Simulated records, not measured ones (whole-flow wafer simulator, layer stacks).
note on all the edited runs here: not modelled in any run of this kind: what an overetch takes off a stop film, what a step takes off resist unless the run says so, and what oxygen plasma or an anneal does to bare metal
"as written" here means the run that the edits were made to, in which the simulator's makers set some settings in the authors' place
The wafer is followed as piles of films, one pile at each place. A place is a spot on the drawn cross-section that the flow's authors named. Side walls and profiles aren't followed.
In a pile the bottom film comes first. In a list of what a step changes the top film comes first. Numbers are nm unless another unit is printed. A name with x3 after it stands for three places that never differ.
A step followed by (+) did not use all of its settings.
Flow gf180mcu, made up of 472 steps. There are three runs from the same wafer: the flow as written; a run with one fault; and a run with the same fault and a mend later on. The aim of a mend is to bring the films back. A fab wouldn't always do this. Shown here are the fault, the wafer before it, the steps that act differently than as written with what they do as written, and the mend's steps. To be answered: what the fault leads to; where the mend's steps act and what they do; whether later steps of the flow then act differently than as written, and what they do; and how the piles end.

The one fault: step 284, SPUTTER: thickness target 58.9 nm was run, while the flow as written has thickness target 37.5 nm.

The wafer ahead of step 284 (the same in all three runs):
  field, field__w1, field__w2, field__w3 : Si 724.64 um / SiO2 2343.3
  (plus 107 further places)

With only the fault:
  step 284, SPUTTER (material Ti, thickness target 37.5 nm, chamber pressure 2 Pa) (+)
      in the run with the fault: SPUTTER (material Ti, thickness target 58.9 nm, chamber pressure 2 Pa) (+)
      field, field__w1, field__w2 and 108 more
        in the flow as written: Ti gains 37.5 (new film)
        in the run with the fault: Ti gains 58.9 (new film)
  Steps later in the flow that act otherwise than as written:
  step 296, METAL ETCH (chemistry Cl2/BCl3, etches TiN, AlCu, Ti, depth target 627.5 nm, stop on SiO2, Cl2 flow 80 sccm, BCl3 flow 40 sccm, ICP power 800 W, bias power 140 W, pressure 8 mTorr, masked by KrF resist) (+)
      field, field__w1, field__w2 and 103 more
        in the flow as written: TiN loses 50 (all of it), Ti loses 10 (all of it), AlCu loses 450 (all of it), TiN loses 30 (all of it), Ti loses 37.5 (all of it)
        in the run with the fault: TiN loses 50 (all of it), Ti loses 10 (all of it), AlCu loses 450 (all of it), TiN loses 30 (all of it), Ti loses 58.9 (all of it)
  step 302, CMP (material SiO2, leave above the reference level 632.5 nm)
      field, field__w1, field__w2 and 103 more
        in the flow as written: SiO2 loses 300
        in the run with the fault: SiO2 loses 278.6
  By the end, the piles at field__w8, contact, m1, m1__w1, m1_nw depart from the flow's by more than 2% or 0.5 nm, whichever is larger.
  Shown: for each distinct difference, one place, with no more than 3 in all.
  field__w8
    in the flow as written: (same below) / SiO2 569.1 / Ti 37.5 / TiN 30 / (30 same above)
    in the run with the fault: (same below) / SiO2 569.1 / Ti 58.9 / TiN 30 / (30 same above)
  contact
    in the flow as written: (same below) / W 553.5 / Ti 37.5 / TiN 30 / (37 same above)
    in the run with the fault: (same below) / W 553.5 / Ti 58.9 / TiN 30 / (37 same above)

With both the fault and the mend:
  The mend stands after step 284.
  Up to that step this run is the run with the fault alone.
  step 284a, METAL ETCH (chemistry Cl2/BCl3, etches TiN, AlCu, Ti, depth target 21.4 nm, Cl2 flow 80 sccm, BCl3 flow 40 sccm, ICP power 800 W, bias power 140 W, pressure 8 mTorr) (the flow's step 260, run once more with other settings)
      field, field__w1, field__w2 and 108 more
        Ti loses 21.4
  None of the later steps of the flow acts differently than as written at any place that is followed.
  By the end, the piles equal the flow's at every place that both follow.
